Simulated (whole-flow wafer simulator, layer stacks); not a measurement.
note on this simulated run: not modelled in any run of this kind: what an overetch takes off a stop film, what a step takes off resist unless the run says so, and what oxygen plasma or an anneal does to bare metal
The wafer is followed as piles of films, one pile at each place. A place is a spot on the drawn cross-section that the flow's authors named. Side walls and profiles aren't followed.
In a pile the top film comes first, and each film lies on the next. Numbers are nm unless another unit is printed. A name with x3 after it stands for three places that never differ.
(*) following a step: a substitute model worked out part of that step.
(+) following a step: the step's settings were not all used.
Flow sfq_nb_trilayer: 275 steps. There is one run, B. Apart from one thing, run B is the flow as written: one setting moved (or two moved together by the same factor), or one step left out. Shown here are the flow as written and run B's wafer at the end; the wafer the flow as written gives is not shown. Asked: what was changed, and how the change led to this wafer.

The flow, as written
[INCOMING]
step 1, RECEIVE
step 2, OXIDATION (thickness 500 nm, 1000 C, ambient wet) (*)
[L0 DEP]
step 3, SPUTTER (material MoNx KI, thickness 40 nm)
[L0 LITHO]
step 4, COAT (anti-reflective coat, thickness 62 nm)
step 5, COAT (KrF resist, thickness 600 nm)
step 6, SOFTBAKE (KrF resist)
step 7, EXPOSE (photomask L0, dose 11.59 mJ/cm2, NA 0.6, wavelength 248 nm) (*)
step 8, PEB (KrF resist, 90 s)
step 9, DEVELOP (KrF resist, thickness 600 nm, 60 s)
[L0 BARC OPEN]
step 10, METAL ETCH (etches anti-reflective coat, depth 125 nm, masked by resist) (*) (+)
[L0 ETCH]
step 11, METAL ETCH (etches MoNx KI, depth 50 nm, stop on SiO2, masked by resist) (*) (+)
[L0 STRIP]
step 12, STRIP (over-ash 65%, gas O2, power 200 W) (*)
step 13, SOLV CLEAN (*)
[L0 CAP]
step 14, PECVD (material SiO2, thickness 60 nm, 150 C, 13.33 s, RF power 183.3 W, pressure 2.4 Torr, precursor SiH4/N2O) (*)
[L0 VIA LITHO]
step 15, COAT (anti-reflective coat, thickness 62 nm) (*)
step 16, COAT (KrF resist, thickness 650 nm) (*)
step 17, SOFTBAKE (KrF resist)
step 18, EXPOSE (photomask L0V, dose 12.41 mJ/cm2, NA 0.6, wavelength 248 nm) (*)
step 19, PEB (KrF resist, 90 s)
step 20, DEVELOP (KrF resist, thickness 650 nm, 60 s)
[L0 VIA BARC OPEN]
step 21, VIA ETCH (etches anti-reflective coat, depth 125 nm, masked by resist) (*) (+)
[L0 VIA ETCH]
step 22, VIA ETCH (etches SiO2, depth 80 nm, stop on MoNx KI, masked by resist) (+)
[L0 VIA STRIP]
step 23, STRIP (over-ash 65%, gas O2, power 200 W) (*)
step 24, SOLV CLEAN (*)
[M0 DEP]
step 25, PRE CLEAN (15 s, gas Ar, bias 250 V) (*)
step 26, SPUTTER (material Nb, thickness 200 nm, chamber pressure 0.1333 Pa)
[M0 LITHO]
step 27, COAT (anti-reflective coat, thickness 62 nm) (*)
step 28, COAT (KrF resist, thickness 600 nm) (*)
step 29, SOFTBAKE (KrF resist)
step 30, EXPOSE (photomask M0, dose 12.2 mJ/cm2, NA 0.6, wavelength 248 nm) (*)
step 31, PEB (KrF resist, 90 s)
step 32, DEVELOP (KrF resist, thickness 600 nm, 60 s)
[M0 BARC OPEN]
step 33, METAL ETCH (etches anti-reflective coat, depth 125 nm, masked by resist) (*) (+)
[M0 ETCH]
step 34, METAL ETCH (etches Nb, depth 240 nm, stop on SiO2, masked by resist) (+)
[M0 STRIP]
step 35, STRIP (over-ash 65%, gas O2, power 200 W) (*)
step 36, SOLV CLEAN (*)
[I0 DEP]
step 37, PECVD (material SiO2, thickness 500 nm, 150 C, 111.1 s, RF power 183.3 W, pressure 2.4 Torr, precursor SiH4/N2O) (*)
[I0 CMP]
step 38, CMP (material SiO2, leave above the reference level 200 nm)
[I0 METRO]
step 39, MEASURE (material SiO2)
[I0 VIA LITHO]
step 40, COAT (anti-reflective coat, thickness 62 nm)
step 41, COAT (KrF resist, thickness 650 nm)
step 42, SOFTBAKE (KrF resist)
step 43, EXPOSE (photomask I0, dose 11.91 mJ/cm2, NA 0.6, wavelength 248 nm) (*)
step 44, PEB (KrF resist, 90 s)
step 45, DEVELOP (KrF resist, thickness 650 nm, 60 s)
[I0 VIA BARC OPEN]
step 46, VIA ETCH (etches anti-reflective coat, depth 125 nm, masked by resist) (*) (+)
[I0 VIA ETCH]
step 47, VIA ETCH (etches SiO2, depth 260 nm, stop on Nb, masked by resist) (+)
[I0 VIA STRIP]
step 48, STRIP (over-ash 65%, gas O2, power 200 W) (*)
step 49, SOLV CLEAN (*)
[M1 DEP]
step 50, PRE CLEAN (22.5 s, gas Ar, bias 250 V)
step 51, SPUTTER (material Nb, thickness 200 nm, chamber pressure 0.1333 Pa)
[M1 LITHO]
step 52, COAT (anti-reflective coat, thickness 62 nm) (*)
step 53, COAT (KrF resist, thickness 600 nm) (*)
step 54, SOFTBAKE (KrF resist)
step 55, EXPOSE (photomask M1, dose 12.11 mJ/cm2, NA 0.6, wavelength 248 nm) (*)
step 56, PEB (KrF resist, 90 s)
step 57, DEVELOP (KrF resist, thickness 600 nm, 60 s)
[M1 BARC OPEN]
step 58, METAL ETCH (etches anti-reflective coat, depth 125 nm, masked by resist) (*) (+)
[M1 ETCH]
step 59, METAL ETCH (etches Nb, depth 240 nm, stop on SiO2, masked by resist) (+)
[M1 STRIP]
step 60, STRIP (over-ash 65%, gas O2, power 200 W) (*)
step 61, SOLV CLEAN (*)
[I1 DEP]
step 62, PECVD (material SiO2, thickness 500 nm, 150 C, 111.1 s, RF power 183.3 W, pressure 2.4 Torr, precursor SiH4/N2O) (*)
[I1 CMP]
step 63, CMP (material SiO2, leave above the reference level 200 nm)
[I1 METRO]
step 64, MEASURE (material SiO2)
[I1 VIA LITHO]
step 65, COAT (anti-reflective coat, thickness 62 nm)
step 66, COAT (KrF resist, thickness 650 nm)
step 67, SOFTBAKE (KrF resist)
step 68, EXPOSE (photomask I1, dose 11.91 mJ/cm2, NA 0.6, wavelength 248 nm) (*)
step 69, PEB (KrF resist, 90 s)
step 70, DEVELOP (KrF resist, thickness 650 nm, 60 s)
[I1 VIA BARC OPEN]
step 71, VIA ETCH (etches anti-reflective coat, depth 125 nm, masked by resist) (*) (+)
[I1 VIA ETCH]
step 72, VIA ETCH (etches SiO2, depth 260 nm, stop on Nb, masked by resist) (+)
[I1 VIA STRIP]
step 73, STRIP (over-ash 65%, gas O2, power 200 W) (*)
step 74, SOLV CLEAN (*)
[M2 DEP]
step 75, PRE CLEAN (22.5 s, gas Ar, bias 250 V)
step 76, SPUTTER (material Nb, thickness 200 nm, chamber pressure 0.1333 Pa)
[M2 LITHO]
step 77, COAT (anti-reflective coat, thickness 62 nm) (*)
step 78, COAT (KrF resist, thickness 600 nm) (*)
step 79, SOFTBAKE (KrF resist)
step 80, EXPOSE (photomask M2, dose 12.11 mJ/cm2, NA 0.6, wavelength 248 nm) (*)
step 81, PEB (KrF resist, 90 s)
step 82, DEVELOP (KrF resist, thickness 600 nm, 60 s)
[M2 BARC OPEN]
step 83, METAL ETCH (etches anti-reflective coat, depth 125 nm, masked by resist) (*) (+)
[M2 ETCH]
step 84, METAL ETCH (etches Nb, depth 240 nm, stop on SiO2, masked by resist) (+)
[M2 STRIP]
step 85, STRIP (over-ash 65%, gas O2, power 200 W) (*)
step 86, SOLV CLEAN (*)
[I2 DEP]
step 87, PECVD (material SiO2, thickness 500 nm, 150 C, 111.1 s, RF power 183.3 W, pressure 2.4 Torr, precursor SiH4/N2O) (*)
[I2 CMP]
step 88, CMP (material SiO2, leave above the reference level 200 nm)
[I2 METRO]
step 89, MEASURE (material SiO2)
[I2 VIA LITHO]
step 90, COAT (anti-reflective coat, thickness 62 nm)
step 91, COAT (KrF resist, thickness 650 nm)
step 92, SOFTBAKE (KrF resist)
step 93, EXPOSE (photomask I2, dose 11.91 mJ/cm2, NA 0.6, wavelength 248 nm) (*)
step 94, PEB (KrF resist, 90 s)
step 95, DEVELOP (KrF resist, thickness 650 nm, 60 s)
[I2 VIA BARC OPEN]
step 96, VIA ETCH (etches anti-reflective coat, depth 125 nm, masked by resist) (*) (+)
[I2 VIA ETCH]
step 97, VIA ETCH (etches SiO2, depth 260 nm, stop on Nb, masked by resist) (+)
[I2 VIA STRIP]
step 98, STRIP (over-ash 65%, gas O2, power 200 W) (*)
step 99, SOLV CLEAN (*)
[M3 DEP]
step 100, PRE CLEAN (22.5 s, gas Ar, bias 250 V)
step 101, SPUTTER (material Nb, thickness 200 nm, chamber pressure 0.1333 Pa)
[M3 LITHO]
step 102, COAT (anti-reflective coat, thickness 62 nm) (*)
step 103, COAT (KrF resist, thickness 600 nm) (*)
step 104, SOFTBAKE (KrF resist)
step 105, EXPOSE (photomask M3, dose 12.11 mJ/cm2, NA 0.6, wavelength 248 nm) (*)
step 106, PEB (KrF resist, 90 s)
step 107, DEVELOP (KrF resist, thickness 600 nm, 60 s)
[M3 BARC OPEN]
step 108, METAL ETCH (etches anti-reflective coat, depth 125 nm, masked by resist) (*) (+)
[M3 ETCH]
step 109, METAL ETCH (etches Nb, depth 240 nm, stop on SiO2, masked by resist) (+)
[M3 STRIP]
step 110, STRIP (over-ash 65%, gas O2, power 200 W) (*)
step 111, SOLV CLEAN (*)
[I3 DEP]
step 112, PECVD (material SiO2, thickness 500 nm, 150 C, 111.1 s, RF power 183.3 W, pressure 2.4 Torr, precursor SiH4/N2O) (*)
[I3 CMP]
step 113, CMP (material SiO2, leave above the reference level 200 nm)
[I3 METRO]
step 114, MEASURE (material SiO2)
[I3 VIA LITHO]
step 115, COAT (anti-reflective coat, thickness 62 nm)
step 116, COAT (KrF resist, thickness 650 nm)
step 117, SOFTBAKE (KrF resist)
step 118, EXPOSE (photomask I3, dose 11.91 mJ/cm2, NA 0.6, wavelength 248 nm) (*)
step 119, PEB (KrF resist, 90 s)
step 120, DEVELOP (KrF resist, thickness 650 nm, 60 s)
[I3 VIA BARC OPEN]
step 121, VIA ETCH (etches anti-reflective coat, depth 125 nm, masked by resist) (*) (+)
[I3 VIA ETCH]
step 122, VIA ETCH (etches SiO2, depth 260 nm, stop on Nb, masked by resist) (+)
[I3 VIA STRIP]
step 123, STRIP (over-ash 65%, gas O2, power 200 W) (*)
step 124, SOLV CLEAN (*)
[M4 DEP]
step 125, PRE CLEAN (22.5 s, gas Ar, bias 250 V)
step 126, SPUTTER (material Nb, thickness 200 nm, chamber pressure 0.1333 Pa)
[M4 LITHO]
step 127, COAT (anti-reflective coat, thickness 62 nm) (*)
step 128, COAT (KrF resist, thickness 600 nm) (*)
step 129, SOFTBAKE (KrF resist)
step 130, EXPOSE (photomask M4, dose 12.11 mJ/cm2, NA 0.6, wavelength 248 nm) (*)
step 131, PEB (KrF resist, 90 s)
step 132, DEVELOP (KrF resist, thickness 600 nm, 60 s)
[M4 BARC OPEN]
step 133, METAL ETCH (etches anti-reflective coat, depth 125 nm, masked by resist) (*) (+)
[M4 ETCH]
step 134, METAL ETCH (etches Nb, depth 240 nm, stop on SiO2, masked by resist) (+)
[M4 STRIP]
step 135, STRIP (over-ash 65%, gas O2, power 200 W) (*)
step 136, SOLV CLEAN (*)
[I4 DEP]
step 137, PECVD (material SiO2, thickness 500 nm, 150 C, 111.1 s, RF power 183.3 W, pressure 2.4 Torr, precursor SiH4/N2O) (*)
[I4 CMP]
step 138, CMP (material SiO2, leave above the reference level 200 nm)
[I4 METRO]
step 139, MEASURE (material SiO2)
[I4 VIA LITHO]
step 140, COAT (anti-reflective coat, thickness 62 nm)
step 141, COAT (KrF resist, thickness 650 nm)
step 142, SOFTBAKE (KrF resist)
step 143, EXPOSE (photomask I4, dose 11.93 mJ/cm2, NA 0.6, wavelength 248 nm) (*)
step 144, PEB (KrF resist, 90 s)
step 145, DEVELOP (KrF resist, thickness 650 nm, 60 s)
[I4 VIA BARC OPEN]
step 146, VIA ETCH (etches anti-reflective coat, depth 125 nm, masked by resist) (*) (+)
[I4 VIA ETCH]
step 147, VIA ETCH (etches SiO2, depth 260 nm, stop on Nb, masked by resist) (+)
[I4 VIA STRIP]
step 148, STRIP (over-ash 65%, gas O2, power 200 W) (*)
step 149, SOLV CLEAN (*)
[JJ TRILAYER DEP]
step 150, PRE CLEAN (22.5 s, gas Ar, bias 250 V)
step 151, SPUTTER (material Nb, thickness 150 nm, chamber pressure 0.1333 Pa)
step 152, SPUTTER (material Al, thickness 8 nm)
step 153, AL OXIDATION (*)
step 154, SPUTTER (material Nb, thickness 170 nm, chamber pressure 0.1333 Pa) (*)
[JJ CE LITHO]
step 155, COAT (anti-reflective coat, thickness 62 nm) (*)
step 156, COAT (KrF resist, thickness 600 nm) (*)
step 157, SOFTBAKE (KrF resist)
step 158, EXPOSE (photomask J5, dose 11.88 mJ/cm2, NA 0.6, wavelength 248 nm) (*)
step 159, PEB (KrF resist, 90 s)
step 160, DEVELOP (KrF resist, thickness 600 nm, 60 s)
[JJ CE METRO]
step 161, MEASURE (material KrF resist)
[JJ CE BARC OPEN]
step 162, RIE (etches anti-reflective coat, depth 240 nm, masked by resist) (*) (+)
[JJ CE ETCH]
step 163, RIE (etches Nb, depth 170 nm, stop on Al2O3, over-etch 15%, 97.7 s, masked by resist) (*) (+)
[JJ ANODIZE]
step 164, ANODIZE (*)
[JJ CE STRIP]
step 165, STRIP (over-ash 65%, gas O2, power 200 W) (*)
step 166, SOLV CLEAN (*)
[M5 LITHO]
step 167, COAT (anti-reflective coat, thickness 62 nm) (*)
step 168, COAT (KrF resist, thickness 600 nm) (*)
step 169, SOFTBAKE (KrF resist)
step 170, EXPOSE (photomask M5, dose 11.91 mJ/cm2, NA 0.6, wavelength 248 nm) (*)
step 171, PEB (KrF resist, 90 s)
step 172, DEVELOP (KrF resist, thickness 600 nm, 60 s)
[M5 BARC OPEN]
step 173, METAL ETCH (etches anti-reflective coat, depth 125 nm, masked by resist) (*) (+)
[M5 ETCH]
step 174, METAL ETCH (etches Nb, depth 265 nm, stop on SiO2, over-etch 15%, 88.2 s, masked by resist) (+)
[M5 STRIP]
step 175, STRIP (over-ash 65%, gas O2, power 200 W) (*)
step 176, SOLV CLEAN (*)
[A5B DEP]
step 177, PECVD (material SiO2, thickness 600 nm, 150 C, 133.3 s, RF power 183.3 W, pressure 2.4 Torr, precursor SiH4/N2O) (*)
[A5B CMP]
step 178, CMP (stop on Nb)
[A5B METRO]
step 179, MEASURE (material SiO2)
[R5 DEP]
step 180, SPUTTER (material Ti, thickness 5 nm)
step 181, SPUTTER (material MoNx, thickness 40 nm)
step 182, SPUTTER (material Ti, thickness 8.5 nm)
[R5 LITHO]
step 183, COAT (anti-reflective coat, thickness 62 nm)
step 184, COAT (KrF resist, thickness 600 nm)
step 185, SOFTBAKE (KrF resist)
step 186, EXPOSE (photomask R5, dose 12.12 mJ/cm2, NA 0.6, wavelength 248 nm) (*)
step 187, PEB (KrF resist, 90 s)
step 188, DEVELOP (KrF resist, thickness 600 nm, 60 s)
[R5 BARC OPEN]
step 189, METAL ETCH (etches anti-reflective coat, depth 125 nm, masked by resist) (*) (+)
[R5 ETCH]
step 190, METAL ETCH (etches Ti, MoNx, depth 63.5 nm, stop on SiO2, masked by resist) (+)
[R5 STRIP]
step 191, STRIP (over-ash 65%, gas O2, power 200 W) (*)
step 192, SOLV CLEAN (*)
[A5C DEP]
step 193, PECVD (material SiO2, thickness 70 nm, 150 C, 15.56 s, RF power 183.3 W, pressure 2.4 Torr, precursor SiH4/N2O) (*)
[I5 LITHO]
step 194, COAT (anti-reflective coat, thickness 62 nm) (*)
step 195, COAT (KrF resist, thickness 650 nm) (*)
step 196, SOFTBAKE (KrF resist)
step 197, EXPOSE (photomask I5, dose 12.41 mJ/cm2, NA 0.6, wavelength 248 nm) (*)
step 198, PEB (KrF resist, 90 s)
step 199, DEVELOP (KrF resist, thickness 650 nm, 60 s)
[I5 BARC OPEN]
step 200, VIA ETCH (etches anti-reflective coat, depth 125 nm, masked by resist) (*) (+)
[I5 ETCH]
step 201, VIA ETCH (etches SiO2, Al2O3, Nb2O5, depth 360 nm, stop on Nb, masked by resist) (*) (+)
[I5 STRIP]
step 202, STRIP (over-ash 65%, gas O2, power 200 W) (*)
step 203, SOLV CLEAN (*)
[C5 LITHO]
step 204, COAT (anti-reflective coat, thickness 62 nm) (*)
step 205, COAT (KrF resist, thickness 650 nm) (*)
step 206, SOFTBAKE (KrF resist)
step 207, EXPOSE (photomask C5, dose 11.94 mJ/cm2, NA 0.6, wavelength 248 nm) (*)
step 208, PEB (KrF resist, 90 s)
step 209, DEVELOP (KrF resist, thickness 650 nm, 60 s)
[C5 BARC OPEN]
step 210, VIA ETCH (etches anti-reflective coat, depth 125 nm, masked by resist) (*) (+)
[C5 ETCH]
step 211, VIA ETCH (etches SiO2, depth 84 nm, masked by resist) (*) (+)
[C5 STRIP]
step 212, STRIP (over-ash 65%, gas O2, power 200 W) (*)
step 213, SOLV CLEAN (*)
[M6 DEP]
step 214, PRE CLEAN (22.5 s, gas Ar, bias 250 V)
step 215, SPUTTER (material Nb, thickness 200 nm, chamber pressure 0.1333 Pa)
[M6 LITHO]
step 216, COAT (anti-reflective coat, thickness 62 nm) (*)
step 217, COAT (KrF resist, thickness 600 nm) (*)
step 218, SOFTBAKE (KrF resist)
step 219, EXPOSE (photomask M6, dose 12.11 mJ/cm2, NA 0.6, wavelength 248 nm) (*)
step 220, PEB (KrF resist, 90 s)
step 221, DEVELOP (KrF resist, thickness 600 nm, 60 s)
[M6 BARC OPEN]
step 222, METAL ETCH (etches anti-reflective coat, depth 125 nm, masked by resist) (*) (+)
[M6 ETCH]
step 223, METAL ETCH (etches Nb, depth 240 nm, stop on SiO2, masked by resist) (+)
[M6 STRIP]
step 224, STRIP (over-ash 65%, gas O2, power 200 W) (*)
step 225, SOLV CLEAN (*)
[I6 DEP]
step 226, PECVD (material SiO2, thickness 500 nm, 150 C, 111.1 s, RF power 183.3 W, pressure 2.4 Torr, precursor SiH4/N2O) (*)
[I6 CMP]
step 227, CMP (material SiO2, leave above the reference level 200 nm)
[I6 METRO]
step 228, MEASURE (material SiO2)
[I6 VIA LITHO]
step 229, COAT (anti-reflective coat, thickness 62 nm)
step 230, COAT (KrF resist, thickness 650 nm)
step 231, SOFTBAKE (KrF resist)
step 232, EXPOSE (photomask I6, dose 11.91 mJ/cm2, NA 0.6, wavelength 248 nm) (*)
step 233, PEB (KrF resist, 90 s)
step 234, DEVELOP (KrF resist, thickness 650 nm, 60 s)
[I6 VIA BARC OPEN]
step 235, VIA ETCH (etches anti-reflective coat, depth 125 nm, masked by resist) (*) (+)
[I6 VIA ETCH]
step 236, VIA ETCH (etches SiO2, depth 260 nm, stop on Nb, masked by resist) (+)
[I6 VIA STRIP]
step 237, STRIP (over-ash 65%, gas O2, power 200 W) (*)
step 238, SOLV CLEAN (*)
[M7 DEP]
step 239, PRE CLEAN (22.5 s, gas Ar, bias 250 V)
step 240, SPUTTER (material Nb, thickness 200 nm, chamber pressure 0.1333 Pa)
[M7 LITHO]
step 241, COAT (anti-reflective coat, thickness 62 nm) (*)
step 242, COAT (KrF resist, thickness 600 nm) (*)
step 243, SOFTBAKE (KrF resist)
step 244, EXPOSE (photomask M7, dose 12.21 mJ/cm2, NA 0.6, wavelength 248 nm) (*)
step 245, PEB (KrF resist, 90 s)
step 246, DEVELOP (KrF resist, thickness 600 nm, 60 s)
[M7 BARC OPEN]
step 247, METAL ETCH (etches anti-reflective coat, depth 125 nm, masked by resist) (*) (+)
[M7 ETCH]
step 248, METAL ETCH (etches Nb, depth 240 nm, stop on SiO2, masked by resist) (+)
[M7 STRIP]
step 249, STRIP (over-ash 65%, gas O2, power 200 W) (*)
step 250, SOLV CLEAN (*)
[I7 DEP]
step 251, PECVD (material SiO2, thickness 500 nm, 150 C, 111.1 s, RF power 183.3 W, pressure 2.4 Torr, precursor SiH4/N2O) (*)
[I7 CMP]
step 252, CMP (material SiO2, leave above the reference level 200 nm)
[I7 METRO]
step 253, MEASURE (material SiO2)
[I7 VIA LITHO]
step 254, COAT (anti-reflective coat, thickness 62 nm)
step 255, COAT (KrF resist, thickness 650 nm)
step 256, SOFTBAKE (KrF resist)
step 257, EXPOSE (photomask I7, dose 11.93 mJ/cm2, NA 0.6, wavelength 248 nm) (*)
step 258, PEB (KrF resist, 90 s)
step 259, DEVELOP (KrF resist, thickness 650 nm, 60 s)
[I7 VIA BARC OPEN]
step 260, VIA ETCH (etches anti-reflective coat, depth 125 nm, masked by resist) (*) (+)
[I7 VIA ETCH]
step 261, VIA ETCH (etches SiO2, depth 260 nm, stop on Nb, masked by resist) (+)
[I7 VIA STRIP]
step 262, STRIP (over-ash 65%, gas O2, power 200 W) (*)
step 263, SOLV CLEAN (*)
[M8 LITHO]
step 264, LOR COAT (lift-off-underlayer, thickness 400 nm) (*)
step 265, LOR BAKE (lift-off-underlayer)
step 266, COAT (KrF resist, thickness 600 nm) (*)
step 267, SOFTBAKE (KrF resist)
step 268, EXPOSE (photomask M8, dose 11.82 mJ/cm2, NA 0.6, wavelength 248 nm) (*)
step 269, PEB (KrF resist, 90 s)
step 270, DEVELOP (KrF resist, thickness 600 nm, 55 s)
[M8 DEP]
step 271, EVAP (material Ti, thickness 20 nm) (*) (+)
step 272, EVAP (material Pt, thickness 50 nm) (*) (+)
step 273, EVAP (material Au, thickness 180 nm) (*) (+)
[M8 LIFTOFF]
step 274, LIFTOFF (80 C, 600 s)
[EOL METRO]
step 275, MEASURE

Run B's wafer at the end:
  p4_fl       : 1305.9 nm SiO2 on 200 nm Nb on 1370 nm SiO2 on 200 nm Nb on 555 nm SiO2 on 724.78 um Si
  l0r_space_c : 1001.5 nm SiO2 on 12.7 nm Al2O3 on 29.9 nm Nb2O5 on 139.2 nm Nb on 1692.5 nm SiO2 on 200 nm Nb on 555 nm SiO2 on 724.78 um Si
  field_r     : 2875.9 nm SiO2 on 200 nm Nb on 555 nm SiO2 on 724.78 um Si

The reason: step 138, CMP: leave above the reference level 130 nm was run, though the flow has leave above the reference level 200 nm.

How this came from the change, step by step:
  step 138, CMP (material SiO2, leave above the reference level 200 nm)
      field_l, be, be_sur and 55 more: -170 SiO2 (it would be, as written: -100 SiO2)
      v_sur, via_wl, via_w and 35 more: -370 SiO2 (it would be, as written: -300 SiO2)
      (and at 10 other places as well)
  step 147, VIA ETCH (etches SiO2, depth 260 nm, stop on Nb, masked by resist) (+)
      field_l, v_sur, via_sp and 100 more: -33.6 KrF resist (it would be, as written: -44.8 KrF resist)
      via_wl, via_w, via_wr: -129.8 SiO2 (all of it) (it would be, as written: -199.8 SiO2 (all of it))
  step 148, STRIP (over-ash 65%, gas O2, power 200 W) (*)
      field_l, v_sur, via_sp and 100 more: -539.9 KrF resist (all of it), -62 anti-reflective coat (all of it) (it would be, as written: -528.6 KrF resist (all of it), -62 anti-reflective coat (all of it))
  step 151, SPUTTER (material Nb, thickness 150 nm, chamber pressure 0.1333 Pa)
      via_wl, via_w, via_wr: +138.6 Nb (it would be, as written: +130.4 Nb)
  step 152, SPUTTER (material Al, thickness 8 nm)
      via_wl, via_wr: +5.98 Al (new film) (it would be, as written: +5.14 Al (new film))
      via_w: +7.77 Al (new film) (it would be, as written: +7.12 Al (new film))
  step 154, SPUTTER (material Nb, thickness 170 nm, chamber pressure 0.1333 Pa) (*)
      via_wl, via_wr: +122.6 Nb (new film) (it would be, as written: +140.7 Nb (new film))
      via_w: +165.4 Nb (new film) (it would be, as written: +141 Nb (new film))
  step 155, COAT (anti-reflective coat, thickness 62 nm) (*)
      via_wl, via_wr: +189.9 anti-reflective coat (new film) (it would be, as written: +209.4 anti-reflective coat (new film))
      v_sur: +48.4 anti-reflective coat (new film) (it would be, as written: +45.1 anti-reflective coat (new film))
      (and at 2 other places as well)
  step 156, COAT (KrF resist, thickness 600 nm) (*)
      via_wl: +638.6 KrF resist (new film) (it would be, as written: +663 KrF resist (new film))
      via_w: +687.1 KrF resist (new film) (it would be, as written: +763.8 KrF resist (new film))
      (and at 1 other place as well)
  step 160, DEVELOP (KrF resist, thickness 600 nm, 60 s)
      via_wl: -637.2 KrF resist (all of it) (it would be, as written: -661.6 KrF resist (all of it))
      via_w: -685.7 KrF resist (all of it) (it would be, as written: -762.1 KrF resist (all of it))
      (and at 1 other place as well)
  step 162, RIE (etches anti-reflective coat, depth 240 nm, masked by resist) (*) (+)
      ce_l, c5j, ce_r, wl_jj: -189.9 KrF resist (it would be, as written: -209.4 KrF resist)
      via_wl, via_wr: -189.9 anti-reflective coat (all of it) (it would be, as written: -209.4 anti-reflective coat (all of it))
      (and at 3 other places as well)
  step 163, RIE (etches Nb, depth 170 nm, stop on Al2O3, over-etch 15%, 97.7 s, masked by resist) (*) (+)
      via_w: -165.4 Nb (all of it), -0.6 Al2O3 (it would be, as written: -141 Nb (all of it), -0.96 Al2O3 (all of it))
      via_wl, via_wr: -122.6 Nb (all of it), -0.96 Al2O3 (all of it) (it would be, as written: -140.7 Nb (all of it), -0.96 Al2O3 (all of it))
  step 164, ANODIZE (*)
      via_w: +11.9 Al2O3, +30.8 Nb2O5 (new film), -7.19 Al (all of it), -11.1 Nb (it would be, as written: +10.8 Al2O3 (new film), +33.3 Nb2O5 (new film), -6.54 Al (all of it), -12 Nb)
      via_wl, via_wr: +8.92 Al2O3 (new film), +36.7 Nb2O5 (new film), -5.4 Al (all of it), -13.2 Nb (it would be, as written: +7.52 Al2O3 (new film), +39.2 Nb2O5 (new film), -4.56 Al (all of it), -14.1 Nb)
  step 165, STRIP (over-ash 65%, gas O2, power 200 W) (*)
      ce_l: -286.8 KrF resist (all of it), -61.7 anti-reflective coat (all of it) (it would be, as written: -266.8 KrF resist (all of it), -61.4 anti-reflective coat (all of it))
      c5j: -286.8 KrF resist (all of it), -61.7 anti-reflective coat (all of it) (it would be, as written: -266.9 KrF resist (all of it), -61.5 anti-reflective coat (all of it))
      (and at 2 other places as well)
  step 167, COAT (anti-reflective coat, thickness 62 nm) (*)
      via_wl: +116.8 anti-reflective coat (new film) (it would be, as written: +170.5 anti-reflective coat (new film))
      via_w: +74.7 anti-reflective coat (new film) (it would be, as written: +84.1 anti-reflective coat (new film))
      (and at 2 other places as well)
  step 168, COAT (KrF resist, thickness 600 nm) (*)
      v_sur: +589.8 KrF resist (new film) (it would be, as written: +577.9 KrF resist (new film))
      via_w: +684.7 KrF resist (new film) (it would be, as written: +732.6 KrF resist (new film))
  step 175, STRIP (over-ash 65%, gas O2, power 200 W) (*)
      v_sur: -361 KrF resist (all of it), -45.1 anti-reflective coat (all of it) (it would be, as written: -349.2 KrF resist (all of it), -44.9 anti-reflective coat (all of it))
      via_wl: -419.6 KrF resist (all of it), -116.8 anti-reflective coat (all of it) (it would be, as written: -427 KrF resist (all of it), -170.5 anti-reflective coat (all of it))
      (and at 3 other places as well)
  step 178, CMP (stop on Nb)
      via_wl, via_wr: -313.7 SiO2 (it would be, as written: -235.7 SiO2)
      via_w: -313.2 SiO2 (it would be, as written: -235.2 SiO2)
